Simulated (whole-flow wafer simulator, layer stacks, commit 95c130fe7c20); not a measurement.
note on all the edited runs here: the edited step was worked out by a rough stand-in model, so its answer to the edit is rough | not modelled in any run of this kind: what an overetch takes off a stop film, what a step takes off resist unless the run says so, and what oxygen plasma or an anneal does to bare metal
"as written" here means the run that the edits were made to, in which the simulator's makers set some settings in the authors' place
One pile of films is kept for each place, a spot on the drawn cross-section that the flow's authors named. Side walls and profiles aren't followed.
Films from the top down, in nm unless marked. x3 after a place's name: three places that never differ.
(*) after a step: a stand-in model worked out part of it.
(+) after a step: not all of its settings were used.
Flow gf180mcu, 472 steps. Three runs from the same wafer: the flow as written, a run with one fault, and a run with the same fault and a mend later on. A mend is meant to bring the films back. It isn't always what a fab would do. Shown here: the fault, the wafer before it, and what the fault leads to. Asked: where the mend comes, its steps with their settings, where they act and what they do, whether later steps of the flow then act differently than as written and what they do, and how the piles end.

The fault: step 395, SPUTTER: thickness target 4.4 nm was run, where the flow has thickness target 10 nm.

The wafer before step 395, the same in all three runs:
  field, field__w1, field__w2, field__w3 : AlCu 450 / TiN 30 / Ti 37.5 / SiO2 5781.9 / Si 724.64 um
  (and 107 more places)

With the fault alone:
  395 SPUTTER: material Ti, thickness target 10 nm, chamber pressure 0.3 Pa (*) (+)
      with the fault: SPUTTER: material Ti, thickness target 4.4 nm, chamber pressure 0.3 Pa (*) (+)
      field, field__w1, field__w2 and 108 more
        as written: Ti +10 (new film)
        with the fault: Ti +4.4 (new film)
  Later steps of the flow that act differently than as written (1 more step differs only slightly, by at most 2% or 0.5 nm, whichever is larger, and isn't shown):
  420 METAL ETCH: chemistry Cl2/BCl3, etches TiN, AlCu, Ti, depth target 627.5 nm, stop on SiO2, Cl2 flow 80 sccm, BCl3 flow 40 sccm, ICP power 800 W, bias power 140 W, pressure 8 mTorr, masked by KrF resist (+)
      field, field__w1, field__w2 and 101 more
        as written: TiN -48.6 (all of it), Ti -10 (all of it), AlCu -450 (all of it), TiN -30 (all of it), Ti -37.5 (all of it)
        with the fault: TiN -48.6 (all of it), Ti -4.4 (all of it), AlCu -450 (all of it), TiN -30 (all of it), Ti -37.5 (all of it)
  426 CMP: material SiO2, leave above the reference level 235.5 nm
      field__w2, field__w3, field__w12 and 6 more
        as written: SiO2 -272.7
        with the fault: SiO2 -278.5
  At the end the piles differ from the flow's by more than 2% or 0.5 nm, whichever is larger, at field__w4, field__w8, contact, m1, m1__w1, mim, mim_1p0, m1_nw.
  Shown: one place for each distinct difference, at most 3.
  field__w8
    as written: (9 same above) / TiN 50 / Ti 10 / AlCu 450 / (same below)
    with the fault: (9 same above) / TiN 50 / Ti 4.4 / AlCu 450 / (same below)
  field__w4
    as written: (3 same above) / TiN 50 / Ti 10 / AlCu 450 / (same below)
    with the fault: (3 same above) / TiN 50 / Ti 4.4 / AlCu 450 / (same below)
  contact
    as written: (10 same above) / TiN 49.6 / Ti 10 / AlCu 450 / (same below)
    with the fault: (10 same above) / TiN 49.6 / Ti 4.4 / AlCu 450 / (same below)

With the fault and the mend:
  The mend comes after step 395.
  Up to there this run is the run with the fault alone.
  395a SPUTTER: material Ti, thickness target 5.6 nm, chamber pressure 0.3 Pa (*) (+) (the flow's step 395 once more, with other settings)
      field, field__w1, field__w2 and 108 more
        Ti +5.6
  No later step of the flow acts differently than as written at any place that is followed.
  At the end the piles are the same as the flow's at every place that both follow.
